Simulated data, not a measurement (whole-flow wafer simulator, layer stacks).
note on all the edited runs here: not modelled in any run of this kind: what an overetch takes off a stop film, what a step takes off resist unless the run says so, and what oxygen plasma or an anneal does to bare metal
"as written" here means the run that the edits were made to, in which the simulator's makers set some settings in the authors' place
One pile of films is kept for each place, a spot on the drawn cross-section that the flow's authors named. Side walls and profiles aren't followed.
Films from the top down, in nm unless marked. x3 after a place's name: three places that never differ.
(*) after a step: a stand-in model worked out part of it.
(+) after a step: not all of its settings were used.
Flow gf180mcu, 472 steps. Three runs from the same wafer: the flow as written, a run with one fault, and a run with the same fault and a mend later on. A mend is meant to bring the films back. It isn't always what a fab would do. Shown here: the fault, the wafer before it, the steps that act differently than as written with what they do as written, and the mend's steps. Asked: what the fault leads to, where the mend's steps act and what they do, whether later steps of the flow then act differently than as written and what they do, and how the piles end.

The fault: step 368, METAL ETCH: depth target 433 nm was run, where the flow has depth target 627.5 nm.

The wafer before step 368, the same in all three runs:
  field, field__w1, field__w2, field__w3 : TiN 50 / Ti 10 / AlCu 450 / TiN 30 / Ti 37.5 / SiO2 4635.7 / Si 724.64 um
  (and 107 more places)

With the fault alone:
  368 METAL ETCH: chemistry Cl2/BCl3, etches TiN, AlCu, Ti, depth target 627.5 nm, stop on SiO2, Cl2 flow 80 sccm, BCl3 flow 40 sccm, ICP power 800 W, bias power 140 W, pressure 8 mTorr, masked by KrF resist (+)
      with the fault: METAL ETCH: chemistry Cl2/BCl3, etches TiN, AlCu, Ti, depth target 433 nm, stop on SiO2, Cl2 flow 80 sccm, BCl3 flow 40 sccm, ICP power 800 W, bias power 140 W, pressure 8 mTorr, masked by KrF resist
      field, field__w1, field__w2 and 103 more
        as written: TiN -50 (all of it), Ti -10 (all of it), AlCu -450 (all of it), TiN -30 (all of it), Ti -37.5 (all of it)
        with the fault: TiN -50 (all of it), Ti -10 (all of it), AlCu -373
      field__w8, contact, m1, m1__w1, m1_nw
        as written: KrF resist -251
        with the fault: KrF resist -173.2
  Later steps of the flow that act differently than as written:
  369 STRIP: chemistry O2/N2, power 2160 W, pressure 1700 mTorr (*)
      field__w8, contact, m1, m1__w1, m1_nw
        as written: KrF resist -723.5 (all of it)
        with the fault: KrF resist -801.3 (all of it)
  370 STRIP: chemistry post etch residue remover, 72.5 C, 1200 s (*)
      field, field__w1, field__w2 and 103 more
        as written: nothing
        with the fault: AlCu -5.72
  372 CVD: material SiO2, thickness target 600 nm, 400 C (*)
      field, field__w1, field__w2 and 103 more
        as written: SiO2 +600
        with the fault: SiO2 +600 (new film)
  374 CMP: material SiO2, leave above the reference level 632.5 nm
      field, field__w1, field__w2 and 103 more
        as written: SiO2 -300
        with the fault: SiO2 -438.8
  At the end the piles differ from the flow's by more than 2% or 0.5 nm, whichever is larger, at field, field__w1, field__w2 and 104 more.
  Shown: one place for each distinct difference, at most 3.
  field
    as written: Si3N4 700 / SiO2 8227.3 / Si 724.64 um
    with the fault: Si3N4 700 / SiO2 3452.8 / AlCu 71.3 / TiN 30 / Ti 37.5 / SiO2 4635.7 / Si 724.64 um
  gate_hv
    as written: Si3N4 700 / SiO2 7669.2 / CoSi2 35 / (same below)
    with the fault: Si3N4 700 / SiO2 3452.8 / AlCu 71.3 / TiN 30 / Ti 37.5 / SiO2 4077.6 / CoSi2 35 / (same below)
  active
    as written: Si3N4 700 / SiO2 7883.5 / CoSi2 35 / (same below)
    with the fault: Si3N4 700 / SiO2 3452.8 / AlCu 71.3 / TiN 30 / Ti 37.5 / SiO2 4291.9 / CoSi2 35 / (same below)

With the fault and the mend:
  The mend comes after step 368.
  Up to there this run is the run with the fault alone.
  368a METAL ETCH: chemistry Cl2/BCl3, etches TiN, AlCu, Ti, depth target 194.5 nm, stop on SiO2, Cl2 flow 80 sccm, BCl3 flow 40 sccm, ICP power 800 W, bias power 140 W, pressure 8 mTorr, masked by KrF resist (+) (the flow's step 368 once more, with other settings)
      field, field__w1, field__w2 and 103 more
        AlCu -77 (all of it), TiN -30 (all of it), Ti -37.5 (all of it)
      field__w8, contact, m1, m1__w1, m1_nw
        KrF resist -77.8
  No later step of the flow acts differently than as written at any place that is followed.
  At the end the piles are the same as the flow's at every place that both follow.
